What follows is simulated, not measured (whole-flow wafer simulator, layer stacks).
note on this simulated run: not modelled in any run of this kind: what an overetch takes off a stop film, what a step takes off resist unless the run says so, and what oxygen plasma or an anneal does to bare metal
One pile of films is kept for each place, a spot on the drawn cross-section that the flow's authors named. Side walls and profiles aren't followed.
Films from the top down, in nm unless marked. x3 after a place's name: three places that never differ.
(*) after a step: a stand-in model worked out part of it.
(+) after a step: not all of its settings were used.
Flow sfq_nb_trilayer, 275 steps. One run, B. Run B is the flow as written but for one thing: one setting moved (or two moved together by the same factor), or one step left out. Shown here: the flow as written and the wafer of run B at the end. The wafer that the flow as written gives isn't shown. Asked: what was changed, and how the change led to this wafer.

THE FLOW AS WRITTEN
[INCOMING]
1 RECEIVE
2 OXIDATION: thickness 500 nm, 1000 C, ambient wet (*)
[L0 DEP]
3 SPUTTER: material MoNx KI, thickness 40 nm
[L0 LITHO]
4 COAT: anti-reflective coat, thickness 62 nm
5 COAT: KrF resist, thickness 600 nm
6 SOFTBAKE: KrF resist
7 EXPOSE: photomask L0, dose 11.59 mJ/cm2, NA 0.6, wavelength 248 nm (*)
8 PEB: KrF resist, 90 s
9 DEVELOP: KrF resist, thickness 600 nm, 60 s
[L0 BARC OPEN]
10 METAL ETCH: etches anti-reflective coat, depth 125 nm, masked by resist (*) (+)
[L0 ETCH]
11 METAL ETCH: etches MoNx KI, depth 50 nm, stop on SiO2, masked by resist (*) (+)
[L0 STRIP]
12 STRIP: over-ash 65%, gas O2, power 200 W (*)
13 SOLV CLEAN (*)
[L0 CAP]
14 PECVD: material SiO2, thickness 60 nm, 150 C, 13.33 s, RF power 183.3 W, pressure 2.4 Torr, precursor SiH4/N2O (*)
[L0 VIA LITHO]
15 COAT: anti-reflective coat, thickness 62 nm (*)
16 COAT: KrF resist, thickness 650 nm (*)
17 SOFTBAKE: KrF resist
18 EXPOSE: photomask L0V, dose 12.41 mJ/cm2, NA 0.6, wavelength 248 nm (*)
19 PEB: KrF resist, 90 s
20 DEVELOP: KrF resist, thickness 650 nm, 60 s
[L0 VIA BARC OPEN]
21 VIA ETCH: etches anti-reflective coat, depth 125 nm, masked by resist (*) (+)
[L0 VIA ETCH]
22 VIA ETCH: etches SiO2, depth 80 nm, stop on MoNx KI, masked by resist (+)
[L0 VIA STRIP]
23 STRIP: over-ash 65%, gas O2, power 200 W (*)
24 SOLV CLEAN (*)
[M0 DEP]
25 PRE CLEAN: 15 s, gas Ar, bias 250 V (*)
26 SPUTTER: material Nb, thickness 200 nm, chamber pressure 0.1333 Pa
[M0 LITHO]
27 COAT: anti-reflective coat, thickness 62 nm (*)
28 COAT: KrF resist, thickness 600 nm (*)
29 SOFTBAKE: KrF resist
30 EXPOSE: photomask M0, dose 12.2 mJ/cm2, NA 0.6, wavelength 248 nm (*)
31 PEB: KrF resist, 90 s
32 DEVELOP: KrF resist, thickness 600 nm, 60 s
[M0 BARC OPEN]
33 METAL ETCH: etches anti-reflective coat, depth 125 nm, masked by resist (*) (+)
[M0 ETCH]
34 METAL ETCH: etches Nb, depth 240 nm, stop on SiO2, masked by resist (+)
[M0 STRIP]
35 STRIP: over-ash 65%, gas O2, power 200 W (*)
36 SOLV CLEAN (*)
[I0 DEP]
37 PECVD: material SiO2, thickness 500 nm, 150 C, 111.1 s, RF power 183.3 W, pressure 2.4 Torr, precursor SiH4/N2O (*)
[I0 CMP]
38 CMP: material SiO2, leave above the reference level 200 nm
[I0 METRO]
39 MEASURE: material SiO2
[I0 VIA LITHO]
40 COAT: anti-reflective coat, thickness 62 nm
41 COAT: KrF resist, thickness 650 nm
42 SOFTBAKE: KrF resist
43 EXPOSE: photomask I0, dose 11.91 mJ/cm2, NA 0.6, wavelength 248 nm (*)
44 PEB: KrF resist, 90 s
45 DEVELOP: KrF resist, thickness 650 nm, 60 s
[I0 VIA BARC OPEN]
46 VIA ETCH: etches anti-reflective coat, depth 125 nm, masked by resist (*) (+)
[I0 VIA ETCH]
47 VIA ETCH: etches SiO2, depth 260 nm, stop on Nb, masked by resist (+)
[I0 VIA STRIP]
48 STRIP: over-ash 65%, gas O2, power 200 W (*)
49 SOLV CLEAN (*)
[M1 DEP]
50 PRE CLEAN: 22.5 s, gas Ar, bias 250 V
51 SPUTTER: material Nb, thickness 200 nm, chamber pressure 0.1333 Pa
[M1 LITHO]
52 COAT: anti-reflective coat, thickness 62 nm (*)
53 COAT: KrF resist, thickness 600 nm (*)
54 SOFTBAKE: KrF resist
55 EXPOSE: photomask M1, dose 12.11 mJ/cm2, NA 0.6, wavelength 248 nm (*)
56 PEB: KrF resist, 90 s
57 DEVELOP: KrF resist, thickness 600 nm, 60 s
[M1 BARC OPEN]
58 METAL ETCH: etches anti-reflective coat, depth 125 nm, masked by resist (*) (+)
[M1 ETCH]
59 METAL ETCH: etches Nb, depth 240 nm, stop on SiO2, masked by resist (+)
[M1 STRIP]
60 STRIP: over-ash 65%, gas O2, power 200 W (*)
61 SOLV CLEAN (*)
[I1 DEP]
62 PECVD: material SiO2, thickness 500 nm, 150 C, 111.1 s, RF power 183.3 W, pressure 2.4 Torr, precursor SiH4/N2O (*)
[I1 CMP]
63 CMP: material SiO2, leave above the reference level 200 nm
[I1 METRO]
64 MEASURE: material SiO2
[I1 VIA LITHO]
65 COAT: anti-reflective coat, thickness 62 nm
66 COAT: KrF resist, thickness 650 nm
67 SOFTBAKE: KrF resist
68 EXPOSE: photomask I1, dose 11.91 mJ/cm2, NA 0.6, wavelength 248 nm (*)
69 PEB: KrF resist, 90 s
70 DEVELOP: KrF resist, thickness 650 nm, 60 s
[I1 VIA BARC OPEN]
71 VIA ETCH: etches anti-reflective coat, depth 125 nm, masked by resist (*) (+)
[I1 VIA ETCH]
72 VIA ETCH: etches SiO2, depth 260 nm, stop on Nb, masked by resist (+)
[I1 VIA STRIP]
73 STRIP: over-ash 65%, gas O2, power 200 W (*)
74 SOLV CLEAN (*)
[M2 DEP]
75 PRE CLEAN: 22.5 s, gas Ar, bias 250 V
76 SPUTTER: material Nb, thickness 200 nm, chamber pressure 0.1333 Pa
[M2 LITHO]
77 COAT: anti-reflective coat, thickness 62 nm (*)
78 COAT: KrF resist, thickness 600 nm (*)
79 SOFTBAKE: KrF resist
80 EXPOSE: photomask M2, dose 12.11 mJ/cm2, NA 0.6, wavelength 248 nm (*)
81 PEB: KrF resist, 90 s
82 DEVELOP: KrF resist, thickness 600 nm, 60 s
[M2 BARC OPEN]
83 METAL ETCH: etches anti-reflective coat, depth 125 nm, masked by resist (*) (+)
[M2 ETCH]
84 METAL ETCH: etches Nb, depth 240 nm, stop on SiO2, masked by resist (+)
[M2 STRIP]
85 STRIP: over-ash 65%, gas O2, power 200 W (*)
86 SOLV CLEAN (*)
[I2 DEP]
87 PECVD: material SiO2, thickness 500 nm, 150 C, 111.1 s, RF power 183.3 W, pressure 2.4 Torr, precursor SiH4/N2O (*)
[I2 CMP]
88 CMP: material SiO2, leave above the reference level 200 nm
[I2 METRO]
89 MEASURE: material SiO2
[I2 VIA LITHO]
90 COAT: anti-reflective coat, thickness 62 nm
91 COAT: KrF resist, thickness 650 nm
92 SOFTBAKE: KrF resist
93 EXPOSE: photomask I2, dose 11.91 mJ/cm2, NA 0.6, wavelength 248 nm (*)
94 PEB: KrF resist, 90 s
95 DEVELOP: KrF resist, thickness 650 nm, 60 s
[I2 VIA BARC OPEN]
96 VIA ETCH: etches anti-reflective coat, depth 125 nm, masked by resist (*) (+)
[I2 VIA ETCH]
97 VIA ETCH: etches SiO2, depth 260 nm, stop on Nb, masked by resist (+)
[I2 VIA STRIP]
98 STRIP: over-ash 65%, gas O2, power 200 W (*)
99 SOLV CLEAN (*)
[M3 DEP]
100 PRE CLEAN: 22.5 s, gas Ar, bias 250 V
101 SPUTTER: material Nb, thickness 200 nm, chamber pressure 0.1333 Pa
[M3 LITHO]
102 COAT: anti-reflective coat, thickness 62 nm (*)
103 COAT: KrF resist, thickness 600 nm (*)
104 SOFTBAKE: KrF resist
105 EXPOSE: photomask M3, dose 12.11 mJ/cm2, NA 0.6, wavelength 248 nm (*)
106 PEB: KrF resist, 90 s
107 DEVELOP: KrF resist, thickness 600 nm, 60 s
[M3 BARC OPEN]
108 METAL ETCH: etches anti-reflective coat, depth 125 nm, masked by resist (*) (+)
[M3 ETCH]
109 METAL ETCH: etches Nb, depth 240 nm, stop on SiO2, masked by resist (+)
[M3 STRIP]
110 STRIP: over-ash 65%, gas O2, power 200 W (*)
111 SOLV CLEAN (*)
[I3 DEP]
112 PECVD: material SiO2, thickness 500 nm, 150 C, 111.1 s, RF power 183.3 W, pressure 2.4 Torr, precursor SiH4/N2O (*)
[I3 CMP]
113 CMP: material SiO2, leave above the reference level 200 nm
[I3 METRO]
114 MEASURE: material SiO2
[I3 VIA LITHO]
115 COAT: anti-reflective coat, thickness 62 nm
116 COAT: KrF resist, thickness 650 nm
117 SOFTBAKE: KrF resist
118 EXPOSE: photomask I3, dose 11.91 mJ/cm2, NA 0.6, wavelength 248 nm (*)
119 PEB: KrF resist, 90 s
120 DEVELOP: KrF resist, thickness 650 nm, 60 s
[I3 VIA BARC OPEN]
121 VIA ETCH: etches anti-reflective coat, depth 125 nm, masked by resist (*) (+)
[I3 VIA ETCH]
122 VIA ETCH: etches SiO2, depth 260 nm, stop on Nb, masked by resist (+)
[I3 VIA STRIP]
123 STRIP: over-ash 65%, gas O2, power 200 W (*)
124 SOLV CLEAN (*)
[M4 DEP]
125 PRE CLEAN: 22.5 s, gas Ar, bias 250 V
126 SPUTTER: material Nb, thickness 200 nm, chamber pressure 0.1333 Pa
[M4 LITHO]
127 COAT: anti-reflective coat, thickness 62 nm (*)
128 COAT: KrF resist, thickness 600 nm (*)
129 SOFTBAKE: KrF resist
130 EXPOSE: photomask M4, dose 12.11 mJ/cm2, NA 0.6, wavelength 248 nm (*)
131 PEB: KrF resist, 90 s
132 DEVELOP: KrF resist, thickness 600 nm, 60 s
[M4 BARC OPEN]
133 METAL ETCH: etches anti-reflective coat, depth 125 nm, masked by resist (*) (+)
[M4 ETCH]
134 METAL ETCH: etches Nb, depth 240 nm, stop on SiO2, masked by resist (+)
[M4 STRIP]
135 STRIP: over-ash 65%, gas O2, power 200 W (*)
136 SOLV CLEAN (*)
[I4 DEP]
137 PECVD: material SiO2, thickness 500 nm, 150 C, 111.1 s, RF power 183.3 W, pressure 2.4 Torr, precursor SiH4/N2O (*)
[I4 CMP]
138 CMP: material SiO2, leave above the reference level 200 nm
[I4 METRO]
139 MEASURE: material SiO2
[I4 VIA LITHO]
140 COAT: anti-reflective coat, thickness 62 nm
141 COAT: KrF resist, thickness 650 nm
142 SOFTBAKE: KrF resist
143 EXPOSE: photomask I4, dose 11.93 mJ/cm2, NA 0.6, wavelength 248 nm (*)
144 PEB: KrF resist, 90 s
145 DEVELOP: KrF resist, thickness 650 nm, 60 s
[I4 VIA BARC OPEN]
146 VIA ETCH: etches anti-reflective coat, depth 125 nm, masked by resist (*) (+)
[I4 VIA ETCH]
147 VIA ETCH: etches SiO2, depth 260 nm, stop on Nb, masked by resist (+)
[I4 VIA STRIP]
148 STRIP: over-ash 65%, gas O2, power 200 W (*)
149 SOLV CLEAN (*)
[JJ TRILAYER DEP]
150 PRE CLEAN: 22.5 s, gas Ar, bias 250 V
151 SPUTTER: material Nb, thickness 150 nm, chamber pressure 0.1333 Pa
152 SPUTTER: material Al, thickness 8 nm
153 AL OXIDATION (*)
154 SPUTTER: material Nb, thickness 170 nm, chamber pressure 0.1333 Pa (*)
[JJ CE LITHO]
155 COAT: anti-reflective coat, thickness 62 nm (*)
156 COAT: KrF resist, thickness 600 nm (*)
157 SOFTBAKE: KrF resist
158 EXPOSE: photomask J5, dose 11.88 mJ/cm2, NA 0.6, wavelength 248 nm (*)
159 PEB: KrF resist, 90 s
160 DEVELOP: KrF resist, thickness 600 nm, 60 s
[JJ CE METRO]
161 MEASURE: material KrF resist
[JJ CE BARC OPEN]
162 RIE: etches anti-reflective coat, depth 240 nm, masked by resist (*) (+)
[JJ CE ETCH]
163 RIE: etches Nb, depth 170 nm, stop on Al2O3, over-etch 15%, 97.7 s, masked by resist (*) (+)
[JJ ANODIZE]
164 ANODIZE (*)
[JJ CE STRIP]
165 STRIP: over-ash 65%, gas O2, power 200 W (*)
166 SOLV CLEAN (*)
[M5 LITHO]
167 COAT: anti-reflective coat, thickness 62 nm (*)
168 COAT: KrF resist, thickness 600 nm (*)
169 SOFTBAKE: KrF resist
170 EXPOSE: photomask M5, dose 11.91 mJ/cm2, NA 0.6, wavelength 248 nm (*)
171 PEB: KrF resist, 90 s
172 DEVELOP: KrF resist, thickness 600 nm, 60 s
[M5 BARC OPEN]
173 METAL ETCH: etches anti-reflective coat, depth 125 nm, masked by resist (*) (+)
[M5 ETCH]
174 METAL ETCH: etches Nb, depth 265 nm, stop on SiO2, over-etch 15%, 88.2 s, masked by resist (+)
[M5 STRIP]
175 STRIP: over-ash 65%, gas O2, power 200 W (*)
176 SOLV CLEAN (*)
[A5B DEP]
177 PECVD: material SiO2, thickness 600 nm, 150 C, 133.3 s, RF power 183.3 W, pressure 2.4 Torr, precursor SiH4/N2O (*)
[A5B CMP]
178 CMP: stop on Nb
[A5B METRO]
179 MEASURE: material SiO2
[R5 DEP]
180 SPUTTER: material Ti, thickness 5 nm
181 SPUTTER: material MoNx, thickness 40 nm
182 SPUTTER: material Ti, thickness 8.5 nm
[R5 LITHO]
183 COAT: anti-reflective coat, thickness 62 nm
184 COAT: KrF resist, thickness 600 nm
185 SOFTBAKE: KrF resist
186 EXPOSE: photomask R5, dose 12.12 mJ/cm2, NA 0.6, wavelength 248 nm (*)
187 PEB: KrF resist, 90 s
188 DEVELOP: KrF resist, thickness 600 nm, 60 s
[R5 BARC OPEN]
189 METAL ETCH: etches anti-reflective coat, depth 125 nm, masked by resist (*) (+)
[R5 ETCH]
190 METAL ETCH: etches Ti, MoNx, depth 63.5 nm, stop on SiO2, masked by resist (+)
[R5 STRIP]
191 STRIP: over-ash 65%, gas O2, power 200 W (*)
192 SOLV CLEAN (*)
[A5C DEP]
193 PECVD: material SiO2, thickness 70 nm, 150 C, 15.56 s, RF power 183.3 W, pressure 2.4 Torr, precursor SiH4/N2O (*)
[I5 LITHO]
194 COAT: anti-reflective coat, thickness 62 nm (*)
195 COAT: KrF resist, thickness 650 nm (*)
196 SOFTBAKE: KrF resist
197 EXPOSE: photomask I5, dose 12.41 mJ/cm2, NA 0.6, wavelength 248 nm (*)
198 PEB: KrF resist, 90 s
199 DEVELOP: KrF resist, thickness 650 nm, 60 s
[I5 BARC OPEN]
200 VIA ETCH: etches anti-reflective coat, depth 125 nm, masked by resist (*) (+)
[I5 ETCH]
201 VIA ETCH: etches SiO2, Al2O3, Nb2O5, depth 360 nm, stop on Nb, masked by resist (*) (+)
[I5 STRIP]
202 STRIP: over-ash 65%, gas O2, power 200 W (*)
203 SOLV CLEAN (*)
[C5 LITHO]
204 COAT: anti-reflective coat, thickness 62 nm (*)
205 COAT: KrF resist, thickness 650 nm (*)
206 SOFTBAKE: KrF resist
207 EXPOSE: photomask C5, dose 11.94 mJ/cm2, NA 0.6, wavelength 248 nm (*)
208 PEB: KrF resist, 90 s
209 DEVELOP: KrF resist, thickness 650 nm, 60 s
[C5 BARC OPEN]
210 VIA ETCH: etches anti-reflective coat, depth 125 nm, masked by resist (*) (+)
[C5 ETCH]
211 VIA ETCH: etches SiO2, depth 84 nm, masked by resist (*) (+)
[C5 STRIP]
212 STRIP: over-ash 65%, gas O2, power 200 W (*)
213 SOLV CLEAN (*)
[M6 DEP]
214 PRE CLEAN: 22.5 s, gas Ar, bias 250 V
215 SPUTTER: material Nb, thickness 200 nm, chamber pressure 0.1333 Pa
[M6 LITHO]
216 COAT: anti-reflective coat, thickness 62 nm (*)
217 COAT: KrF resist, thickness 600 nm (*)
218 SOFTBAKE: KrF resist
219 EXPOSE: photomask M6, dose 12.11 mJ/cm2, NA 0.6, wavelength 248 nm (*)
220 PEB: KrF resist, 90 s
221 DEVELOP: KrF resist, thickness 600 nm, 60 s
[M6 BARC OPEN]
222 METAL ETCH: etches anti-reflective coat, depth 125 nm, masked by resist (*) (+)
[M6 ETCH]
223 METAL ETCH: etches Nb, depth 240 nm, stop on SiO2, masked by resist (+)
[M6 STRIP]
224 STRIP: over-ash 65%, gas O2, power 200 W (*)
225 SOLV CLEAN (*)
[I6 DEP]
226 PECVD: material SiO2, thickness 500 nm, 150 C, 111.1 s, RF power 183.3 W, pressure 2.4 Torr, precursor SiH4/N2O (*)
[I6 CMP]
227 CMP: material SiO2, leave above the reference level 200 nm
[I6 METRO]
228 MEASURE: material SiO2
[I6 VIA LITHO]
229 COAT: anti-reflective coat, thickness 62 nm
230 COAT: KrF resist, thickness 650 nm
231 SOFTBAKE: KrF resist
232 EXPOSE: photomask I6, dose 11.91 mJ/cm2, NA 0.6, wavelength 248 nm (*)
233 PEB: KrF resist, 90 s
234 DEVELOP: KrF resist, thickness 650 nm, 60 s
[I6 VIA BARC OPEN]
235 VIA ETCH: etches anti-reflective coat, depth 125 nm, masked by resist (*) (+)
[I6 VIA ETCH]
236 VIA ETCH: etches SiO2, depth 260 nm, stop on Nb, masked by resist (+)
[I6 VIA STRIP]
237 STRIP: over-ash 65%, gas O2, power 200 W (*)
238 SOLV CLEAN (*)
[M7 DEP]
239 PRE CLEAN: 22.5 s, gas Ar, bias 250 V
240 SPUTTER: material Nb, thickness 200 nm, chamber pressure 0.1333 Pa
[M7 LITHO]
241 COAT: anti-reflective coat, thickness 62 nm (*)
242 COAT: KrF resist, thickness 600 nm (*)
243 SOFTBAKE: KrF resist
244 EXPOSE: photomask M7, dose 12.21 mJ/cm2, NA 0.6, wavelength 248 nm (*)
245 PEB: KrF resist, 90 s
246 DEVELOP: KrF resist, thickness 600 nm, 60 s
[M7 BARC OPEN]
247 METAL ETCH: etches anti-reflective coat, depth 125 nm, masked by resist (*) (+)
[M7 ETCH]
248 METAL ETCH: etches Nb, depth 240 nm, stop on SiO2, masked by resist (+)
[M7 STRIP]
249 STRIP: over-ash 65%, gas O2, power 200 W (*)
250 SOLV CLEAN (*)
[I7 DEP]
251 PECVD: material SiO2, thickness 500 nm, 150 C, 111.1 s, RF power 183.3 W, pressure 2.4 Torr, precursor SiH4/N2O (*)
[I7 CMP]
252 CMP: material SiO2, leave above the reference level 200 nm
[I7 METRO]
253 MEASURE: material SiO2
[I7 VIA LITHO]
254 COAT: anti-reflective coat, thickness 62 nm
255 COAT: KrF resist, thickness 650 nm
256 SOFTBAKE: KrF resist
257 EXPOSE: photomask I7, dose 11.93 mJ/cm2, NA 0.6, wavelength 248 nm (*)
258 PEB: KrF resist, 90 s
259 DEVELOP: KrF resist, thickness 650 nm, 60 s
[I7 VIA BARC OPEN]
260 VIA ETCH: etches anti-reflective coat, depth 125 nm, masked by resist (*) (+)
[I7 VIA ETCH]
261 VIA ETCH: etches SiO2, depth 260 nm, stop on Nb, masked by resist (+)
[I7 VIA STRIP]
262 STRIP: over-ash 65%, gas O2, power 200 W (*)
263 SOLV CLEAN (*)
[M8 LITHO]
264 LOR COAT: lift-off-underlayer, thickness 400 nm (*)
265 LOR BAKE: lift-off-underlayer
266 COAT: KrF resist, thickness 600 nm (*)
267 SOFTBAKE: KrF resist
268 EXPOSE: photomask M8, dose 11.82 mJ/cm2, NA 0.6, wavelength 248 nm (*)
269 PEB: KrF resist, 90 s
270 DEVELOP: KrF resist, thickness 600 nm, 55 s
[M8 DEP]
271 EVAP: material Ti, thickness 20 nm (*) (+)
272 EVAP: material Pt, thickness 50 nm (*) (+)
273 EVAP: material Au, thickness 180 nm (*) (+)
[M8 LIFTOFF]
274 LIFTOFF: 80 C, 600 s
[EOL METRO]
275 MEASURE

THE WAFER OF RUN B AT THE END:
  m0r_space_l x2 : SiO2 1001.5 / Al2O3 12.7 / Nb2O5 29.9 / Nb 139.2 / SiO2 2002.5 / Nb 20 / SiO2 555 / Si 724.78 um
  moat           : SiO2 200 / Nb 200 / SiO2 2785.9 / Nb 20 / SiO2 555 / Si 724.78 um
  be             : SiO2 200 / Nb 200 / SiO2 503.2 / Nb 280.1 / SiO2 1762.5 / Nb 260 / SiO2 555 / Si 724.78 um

The cause: step 26, SPUTTER: thickness 260 nm was run, where the flow has thickness 200 nm.
It can be read off the wafer: be has Nb 260, and step 26 as written asks for 200 nm.

How the change led to this, step by step:
  26 SPUTTER: material Nb, thickness 200 nm, chamber pressure 0.1333 Pa
      field_l, v_sur, via_wl and 102 more: Nb +260 (new film) (as written it would be: Nb +200 (new film))
      l0v: Nb +255.8 (new film) (as written it would be: Nb +195.7 (new film))
  34 METAL ETCH: etches Nb, depth 240 nm, stop on SiO2, masked by resist (+)
      moat, m0r_space_l x2: Nb -240 (as written it would be: Nb -200 (all of it))
  37 PECVD: material SiO2, thickness 500 nm, 150 C, 111.1 s, RF power 183.3 W, pressure 2.4 Torr, precursor SiH4/N2O (*)
      moat, m0r_space_l x2: SiO2 +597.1 (new film) (as written it would be: SiO2 +557.1)
Counting metal films that touch as one body, m0r_space_l x2 has 2 bodies (between them, from the top down: SiO2 2002.5); the flow as written gives 1 body.
Counting metal films that touch as one body, moat has 2 bodies (between them, from the top down: SiO2 2785.9); the flow as written gives 1 body.
